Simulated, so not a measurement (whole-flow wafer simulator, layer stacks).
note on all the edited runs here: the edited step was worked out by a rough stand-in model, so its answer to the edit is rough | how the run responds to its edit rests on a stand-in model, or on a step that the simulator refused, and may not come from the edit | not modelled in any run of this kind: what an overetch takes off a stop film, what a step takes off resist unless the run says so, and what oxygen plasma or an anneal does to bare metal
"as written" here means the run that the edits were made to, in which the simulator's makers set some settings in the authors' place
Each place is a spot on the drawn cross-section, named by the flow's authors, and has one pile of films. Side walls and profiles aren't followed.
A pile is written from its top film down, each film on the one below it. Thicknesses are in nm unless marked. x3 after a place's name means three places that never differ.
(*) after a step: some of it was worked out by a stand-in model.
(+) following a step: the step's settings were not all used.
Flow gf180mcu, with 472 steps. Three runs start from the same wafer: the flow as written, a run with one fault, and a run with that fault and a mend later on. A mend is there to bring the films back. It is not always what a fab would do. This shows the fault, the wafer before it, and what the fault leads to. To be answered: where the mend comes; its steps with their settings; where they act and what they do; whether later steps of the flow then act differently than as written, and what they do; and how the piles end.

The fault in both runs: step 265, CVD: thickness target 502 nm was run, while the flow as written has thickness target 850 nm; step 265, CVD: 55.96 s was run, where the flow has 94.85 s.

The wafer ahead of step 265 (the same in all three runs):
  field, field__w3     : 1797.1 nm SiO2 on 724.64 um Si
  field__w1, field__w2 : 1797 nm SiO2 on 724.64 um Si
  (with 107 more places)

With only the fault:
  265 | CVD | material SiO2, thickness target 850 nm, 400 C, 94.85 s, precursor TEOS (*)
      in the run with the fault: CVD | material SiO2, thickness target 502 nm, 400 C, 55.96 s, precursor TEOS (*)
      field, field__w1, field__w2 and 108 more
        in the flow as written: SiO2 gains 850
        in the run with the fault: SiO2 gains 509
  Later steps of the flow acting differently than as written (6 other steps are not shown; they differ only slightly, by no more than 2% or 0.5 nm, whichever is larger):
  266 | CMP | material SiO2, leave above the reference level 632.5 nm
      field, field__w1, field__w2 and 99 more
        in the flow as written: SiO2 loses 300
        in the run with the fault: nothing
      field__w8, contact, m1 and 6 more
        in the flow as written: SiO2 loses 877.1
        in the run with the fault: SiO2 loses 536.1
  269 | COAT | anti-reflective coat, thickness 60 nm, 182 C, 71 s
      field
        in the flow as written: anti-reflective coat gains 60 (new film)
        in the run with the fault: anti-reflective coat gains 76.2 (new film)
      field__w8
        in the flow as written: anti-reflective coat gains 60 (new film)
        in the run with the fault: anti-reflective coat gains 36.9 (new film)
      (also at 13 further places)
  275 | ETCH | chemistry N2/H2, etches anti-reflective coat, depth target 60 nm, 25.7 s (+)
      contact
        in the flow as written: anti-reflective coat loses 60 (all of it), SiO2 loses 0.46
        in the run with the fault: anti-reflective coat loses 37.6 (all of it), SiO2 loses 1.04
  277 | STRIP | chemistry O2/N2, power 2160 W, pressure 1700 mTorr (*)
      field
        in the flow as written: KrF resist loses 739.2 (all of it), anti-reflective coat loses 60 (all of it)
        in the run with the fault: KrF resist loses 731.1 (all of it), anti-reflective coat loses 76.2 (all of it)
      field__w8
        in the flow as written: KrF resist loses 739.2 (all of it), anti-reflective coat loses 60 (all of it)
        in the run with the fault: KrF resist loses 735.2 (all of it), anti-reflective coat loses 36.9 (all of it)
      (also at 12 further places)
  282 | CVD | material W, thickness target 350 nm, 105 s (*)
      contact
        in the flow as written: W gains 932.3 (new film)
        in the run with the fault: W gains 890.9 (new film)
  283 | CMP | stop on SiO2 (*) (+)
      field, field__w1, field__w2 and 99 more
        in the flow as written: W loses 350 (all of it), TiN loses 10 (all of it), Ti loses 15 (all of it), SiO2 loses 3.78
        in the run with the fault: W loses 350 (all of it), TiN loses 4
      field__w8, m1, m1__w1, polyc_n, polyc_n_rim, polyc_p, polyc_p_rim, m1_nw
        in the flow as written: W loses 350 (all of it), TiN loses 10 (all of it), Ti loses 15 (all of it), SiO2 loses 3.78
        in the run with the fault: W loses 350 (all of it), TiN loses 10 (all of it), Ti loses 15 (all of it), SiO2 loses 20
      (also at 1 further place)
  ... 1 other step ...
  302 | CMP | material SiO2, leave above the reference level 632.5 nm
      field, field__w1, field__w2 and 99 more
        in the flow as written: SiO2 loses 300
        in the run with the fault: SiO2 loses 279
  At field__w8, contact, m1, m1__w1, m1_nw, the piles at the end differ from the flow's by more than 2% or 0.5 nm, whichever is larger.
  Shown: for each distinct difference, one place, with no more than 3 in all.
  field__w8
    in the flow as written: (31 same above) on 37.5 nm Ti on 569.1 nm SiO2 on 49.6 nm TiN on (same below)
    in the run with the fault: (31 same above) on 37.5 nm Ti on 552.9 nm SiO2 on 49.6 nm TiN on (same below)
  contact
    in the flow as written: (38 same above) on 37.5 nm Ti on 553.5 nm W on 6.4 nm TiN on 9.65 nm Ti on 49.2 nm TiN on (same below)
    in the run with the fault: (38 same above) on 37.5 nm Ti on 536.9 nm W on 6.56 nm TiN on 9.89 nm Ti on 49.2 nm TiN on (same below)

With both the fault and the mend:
  After step 265 comes the mend.
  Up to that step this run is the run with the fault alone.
  265a | CVD | material SiO2, thickness target 348 nm, 400 C, 38.83 s, precursor TEOS (*) (a further turn of the flow's step 265, with different settings)
      field, field__w1, field__w2 and 108 more
        SiO2 gains 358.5
  Later steps of the flow acting differently than as written:
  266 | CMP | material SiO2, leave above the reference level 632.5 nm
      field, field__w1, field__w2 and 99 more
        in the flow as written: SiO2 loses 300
        in the run with the mend: SiO2 loses 317.5
  The piles end the same as the flow's at every place that both follow.
